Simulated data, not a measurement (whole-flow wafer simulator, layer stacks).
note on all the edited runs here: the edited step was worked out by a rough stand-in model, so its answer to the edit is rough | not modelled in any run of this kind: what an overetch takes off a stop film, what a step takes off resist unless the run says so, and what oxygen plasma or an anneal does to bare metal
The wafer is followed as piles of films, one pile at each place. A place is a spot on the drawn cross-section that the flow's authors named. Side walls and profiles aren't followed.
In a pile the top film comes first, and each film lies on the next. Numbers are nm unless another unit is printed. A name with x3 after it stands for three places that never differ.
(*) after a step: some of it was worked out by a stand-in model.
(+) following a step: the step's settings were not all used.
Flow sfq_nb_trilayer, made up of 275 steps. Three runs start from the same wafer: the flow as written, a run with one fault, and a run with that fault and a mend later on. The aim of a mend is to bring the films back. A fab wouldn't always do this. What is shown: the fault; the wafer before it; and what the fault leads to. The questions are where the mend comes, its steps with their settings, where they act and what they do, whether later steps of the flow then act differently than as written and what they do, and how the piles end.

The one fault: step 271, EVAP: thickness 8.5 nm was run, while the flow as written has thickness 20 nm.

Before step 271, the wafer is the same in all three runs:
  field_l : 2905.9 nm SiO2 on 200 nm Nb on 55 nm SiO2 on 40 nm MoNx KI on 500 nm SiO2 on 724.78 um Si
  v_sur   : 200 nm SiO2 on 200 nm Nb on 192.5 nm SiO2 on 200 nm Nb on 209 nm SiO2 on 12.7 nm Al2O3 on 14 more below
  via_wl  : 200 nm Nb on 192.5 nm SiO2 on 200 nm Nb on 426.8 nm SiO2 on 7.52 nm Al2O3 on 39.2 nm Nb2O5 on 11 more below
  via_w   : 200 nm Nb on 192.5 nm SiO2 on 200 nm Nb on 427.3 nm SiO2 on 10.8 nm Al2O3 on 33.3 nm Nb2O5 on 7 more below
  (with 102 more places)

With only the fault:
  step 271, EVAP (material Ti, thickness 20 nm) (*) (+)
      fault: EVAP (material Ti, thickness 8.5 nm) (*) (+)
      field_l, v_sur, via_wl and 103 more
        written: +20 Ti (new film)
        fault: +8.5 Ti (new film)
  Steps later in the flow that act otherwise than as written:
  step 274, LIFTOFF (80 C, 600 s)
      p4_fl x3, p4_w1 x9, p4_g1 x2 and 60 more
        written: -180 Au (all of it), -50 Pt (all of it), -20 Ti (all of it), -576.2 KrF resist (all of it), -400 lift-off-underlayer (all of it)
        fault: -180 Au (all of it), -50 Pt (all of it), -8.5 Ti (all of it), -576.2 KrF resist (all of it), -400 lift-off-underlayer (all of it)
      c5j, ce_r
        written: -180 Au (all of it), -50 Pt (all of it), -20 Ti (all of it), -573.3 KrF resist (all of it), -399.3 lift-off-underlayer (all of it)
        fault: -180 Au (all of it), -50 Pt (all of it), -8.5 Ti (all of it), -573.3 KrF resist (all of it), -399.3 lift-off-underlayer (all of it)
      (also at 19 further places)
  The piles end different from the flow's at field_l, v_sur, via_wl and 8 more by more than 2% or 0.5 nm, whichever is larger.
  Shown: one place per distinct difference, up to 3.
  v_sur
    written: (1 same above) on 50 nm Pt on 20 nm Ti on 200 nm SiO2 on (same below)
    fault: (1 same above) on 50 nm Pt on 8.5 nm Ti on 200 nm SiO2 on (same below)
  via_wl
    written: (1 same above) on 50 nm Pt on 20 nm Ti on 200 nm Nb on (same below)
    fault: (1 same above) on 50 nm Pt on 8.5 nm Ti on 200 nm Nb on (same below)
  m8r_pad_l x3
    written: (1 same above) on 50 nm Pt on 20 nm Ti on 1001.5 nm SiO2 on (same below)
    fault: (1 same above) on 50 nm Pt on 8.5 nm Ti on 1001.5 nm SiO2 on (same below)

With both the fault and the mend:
  The mend follows step 271.
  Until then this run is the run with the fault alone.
  step 271a, EVAP (material Ti, thickness 11.5 nm) (*) (+) (the flow's step 271, run once more with other settings)
      field_l, v_sur, via_wl and 103 more
        +11.5 Ti
  None of the later steps of the flow acts differently than as written at any place that is followed.
  At every place that both follow, the piles at the end match the flow's.
